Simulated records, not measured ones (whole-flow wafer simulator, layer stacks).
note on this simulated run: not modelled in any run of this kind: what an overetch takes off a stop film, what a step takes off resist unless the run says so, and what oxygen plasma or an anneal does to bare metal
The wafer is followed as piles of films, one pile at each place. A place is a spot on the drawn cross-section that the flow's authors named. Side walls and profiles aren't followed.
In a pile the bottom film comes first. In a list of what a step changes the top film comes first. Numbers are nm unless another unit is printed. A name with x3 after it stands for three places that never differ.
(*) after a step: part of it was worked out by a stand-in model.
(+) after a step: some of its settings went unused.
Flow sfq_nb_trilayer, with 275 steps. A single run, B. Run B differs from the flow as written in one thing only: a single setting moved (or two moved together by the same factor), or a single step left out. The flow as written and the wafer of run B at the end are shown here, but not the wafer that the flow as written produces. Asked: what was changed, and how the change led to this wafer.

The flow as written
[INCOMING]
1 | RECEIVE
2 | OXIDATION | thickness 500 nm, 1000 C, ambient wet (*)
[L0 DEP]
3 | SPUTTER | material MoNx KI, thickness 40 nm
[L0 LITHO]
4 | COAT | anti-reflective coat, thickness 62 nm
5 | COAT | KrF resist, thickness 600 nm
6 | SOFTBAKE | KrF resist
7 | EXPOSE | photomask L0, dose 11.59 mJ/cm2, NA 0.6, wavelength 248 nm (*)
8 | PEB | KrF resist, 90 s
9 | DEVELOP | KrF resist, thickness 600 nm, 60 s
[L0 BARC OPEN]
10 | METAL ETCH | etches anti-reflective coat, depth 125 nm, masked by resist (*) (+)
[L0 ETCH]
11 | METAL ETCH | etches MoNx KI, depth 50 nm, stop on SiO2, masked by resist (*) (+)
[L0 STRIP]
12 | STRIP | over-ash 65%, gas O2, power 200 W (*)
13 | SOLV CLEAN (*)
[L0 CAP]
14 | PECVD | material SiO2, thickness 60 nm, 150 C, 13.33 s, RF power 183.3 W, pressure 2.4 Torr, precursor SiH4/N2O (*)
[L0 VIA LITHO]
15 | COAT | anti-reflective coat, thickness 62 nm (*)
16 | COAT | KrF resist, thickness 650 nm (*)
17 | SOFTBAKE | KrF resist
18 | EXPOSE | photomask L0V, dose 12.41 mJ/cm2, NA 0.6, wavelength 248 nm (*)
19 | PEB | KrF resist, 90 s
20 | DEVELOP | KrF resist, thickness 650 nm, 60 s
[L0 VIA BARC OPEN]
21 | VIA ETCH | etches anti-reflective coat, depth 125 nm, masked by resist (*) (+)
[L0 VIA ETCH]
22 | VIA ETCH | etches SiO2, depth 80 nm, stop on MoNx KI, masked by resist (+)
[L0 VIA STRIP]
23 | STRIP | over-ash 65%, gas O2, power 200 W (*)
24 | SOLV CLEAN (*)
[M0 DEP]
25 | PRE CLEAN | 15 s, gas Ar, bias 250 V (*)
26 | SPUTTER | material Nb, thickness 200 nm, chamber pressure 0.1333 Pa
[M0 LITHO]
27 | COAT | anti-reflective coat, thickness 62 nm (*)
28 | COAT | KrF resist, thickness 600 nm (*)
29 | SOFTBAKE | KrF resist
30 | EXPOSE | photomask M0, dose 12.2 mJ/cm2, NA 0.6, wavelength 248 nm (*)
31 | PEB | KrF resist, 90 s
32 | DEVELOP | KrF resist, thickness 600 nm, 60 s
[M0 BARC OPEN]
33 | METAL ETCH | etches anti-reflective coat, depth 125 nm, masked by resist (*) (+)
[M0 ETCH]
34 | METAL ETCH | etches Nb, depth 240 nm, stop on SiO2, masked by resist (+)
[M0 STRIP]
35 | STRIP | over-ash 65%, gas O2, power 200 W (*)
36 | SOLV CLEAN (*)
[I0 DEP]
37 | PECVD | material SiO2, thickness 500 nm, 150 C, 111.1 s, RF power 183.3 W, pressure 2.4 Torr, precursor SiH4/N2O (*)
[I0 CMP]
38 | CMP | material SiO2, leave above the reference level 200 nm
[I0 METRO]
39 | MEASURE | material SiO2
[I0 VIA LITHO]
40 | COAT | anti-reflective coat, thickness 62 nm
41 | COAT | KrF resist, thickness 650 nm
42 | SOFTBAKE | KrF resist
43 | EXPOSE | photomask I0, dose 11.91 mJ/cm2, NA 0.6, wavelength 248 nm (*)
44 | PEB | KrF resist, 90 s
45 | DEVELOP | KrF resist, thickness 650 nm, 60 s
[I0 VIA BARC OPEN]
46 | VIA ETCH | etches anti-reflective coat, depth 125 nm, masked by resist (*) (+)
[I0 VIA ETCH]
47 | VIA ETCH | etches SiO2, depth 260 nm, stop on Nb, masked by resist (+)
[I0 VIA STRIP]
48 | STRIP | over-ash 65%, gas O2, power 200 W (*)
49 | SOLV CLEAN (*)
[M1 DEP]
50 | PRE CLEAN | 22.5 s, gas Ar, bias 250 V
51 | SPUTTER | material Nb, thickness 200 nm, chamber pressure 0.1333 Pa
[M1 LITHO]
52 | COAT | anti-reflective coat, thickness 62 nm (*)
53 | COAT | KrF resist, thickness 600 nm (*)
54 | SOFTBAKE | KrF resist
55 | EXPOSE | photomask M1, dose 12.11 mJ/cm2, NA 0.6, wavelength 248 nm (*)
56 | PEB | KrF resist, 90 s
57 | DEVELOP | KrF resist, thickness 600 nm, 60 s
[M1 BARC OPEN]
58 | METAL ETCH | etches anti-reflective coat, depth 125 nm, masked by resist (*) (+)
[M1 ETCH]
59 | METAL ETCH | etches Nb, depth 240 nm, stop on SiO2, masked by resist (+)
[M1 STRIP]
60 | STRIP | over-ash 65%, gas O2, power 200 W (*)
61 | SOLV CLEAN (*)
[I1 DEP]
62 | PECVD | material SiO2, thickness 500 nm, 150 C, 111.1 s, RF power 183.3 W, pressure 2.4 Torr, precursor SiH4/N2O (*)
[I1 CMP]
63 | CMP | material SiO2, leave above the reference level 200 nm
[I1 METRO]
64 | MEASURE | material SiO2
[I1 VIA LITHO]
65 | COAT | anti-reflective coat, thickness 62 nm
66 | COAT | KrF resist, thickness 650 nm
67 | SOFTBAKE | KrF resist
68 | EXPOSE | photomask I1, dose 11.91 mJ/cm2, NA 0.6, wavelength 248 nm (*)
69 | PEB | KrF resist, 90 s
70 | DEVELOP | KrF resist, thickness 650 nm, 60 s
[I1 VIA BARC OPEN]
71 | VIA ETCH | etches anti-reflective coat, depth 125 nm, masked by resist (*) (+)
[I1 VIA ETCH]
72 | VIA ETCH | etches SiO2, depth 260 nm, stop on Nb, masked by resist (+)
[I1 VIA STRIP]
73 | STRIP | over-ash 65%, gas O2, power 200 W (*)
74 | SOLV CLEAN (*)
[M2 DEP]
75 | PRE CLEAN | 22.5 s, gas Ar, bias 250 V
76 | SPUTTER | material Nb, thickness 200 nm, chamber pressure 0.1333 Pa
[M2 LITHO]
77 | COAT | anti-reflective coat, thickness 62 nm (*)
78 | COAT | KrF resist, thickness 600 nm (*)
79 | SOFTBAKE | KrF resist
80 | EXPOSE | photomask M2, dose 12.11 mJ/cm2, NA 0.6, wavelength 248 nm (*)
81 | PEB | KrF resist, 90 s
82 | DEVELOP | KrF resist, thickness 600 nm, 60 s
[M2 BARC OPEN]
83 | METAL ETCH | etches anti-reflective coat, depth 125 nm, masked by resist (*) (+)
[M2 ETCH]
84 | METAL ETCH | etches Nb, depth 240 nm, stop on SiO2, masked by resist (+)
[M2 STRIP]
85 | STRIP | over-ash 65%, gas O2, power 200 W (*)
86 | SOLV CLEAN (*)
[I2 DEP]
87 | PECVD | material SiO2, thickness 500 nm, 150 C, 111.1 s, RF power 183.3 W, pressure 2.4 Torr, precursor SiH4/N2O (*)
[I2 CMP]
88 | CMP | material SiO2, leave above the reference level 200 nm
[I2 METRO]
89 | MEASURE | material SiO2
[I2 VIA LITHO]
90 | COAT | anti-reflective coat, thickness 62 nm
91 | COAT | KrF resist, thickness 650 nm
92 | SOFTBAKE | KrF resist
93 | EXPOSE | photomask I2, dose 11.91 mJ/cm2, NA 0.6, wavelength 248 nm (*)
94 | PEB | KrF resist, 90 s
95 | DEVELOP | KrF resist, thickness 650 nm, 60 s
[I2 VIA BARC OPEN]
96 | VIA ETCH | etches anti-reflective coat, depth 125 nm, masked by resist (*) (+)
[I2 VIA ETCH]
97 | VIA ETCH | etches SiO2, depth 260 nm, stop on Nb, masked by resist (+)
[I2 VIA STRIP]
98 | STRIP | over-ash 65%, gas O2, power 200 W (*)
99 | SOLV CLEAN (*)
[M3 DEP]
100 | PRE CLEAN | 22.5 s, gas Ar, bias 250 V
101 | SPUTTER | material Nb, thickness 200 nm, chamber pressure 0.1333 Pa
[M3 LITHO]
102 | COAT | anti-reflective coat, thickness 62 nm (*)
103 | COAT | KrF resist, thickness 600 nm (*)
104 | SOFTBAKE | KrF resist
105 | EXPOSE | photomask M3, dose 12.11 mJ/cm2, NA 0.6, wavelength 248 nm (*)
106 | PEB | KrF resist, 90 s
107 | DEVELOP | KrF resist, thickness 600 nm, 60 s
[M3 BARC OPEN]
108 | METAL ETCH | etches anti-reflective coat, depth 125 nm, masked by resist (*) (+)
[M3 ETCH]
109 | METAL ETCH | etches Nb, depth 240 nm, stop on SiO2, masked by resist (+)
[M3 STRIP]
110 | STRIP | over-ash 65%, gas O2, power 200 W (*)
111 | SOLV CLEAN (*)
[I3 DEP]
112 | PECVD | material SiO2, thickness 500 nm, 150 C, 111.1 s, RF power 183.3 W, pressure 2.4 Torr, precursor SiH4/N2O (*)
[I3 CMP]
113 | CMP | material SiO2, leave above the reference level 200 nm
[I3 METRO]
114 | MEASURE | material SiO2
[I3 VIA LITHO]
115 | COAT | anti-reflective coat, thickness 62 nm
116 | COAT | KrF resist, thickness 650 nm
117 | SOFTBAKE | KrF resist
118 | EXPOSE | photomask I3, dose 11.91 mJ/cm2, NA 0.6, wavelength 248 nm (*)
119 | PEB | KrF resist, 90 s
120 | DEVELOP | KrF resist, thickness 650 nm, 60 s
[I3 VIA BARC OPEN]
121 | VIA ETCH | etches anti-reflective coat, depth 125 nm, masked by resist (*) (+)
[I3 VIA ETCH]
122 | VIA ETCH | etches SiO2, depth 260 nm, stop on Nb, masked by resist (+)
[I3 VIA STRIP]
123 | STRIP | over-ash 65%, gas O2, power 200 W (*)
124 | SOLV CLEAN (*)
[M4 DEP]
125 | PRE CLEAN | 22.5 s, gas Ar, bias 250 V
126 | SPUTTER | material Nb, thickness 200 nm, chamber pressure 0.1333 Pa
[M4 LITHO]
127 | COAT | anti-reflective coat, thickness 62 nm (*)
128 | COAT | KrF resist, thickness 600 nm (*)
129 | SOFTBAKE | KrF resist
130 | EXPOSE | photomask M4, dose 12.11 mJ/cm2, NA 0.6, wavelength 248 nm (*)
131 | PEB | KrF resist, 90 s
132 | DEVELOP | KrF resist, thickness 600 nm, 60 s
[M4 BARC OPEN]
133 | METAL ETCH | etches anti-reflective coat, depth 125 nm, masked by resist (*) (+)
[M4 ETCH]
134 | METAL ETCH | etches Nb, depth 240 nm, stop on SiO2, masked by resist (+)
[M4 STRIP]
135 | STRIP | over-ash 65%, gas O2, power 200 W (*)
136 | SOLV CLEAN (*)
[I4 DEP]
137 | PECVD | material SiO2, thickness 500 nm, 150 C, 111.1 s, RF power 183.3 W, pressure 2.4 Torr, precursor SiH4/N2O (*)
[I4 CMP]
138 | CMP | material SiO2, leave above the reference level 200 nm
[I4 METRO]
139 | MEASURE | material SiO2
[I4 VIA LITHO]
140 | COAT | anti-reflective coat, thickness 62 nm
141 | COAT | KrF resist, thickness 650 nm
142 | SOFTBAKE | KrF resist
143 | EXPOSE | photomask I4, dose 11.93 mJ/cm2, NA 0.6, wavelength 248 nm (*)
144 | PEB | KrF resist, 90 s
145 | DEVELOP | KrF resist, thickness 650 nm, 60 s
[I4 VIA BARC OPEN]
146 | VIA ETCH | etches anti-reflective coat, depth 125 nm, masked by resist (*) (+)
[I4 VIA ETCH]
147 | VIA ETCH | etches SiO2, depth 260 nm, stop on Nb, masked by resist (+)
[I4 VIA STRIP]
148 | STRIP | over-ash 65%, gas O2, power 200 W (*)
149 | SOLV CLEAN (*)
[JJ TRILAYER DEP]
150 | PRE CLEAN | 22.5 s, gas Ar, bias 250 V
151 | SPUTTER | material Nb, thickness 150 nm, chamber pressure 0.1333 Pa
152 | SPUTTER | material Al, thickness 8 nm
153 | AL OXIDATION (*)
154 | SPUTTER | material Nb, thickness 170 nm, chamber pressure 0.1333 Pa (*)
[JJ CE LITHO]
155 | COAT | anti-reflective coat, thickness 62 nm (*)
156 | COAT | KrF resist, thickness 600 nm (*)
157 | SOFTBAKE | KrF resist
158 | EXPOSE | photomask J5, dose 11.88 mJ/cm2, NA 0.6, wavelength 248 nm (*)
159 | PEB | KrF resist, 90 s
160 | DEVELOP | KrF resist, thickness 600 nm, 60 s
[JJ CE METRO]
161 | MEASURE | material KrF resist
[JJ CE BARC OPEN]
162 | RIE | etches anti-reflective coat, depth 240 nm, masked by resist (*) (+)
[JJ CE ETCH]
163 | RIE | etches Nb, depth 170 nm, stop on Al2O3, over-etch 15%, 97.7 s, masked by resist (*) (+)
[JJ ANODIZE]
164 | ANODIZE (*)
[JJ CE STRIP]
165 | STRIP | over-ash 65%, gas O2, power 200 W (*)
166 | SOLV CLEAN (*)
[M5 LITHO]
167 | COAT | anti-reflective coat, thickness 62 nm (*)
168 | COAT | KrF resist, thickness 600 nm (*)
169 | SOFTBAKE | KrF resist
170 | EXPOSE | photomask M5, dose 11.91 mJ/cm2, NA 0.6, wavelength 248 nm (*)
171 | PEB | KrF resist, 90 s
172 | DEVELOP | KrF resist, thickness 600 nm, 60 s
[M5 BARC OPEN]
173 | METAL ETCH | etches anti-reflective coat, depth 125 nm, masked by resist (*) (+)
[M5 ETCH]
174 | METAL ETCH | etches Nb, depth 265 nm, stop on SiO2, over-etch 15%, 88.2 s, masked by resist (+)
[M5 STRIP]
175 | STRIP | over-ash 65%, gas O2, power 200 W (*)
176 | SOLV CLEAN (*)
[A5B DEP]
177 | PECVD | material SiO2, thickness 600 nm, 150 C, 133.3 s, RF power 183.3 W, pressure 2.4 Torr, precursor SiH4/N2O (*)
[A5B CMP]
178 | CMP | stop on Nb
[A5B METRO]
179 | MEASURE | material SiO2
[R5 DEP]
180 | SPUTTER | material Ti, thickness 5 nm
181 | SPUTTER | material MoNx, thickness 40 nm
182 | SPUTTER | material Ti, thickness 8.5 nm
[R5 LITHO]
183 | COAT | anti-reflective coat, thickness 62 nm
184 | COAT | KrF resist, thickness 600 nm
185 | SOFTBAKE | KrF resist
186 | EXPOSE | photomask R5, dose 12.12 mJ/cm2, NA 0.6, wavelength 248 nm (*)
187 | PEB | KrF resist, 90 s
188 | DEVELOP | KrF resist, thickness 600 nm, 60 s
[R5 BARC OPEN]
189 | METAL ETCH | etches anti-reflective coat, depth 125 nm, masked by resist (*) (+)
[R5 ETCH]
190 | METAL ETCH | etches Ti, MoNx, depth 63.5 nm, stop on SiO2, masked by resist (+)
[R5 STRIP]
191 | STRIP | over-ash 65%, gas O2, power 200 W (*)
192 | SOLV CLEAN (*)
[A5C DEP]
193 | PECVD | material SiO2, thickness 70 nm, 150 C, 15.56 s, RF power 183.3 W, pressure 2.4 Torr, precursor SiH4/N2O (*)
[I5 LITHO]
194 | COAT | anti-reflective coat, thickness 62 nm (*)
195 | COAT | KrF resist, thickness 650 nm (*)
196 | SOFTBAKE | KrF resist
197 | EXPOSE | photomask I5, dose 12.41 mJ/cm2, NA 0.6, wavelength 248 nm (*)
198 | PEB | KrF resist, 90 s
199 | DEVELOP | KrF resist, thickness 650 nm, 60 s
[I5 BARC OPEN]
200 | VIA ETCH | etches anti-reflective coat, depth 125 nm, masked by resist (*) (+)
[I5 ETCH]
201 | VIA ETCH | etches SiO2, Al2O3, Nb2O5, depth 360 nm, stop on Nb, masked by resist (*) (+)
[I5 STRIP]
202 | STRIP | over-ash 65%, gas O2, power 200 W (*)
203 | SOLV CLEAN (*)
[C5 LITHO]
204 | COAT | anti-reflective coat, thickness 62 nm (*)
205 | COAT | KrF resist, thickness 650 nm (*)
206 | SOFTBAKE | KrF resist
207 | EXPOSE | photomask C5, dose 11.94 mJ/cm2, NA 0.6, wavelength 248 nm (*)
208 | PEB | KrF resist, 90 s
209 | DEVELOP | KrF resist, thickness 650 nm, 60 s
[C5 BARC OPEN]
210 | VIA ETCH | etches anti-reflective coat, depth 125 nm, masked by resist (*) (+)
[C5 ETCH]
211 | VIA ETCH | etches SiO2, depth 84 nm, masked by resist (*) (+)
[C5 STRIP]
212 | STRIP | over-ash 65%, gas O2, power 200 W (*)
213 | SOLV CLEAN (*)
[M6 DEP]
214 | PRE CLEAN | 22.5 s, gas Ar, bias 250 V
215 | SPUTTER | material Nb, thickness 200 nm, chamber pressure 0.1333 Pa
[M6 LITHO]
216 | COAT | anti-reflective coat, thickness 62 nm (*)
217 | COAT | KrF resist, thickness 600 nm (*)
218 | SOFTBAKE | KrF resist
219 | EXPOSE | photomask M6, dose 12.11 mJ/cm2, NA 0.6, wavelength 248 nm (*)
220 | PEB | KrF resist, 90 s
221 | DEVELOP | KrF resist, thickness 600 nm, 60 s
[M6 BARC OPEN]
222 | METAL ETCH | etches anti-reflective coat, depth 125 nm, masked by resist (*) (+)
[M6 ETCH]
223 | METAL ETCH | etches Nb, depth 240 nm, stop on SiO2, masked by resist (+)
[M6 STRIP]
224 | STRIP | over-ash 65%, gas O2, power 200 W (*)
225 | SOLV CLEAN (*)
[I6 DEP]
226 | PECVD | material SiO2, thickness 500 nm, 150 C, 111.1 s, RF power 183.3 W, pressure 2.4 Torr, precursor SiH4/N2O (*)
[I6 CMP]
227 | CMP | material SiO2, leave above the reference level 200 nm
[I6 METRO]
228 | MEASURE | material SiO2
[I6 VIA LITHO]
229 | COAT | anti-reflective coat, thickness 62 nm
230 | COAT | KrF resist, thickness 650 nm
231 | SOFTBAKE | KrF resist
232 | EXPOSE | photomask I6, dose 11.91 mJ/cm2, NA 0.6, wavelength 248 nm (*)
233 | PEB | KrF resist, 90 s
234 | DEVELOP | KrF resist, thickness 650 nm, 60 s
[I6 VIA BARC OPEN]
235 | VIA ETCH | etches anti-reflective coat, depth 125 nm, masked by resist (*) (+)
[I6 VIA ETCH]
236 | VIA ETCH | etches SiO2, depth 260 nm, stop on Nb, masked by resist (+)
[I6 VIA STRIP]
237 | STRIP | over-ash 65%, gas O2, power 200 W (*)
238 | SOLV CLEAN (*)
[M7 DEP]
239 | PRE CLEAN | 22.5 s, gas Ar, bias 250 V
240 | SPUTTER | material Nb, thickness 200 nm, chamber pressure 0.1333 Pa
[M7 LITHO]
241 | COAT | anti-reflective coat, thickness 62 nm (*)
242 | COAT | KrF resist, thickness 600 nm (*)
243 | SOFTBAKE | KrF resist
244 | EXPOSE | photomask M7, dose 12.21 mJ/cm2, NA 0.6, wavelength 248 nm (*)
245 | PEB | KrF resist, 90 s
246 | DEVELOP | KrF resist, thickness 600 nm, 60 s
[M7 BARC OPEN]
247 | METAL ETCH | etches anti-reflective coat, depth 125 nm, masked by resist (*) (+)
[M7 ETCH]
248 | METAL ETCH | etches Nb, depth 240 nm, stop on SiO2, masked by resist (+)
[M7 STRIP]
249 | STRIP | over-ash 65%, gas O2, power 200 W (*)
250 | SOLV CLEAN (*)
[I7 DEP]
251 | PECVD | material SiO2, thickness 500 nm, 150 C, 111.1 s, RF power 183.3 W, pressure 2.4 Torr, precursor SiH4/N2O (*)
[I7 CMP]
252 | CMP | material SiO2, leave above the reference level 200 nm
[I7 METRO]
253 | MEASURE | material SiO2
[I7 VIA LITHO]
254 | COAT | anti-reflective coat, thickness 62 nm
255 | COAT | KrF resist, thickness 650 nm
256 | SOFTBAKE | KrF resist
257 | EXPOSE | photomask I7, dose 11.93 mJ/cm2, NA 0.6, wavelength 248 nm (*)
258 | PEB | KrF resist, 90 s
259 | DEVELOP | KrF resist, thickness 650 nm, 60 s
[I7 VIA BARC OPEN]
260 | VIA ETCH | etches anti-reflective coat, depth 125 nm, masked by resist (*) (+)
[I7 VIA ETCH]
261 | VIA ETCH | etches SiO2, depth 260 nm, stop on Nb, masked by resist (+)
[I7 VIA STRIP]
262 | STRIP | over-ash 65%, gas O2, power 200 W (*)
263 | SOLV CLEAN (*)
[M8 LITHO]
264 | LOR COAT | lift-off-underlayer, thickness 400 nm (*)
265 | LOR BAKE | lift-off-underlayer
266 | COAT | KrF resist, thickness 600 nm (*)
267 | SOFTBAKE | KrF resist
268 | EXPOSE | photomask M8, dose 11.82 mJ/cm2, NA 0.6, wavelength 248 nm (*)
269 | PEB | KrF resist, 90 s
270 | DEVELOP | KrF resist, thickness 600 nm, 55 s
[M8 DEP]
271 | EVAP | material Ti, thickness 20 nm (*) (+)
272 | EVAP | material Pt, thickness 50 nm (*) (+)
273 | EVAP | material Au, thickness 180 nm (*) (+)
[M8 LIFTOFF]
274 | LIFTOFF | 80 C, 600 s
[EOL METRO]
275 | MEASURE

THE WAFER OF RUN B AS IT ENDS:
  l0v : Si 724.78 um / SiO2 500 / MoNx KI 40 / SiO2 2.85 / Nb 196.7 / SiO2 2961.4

Cause: step 22, VIA ETCH: depth 52 nm was run, though the flow has depth 80 nm.

Step by step, how the change led to this:
  22 | VIA ETCH | etches SiO2, depth 80 nm, stop on MoNx KI, masked by resist (+)
      l0v: SiO2 loses 52 (it would be, as written: SiO2 loses 59.8 (all of it))
      field_l, v_sur, via_wl and 102 more: KrF resist loses 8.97 (it would be, as written: KrF resist loses 13.8)
  25 | PRE CLEAN | 15 s, gas Ar, bias 250 V (*)
      l0v: SiO2 loses 5 (it would be, as written: MoNx KI loses 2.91)
  27 | COAT | anti-reflective coat, thickness 62 nm (*)
      l0v: anti-reflective coat gains 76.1 (new film) (it would be, as written: anti-reflective coat gains 78 (new film))
  35 | STRIP | over-ash 65%, gas O2, power 200 W (*)
      l0v: KrF resist loses 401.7 (all of it), anti-reflective coat loses 76.1 (all of it) (it would be, as written: KrF resist loses 405.3 (all of it), anti-reflective coat loses 78 (all of it))
  38 | CMP | material SiO2, leave above the reference level 200 nm
      l0v: SiO2 loses 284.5 (it would be, as written: SiO2 loses 277.8)
With metal films that touch counted as one body, l0v has 2 bodies (between them, from the top down: SiO2 2.85); the flow as written gives 1 body.
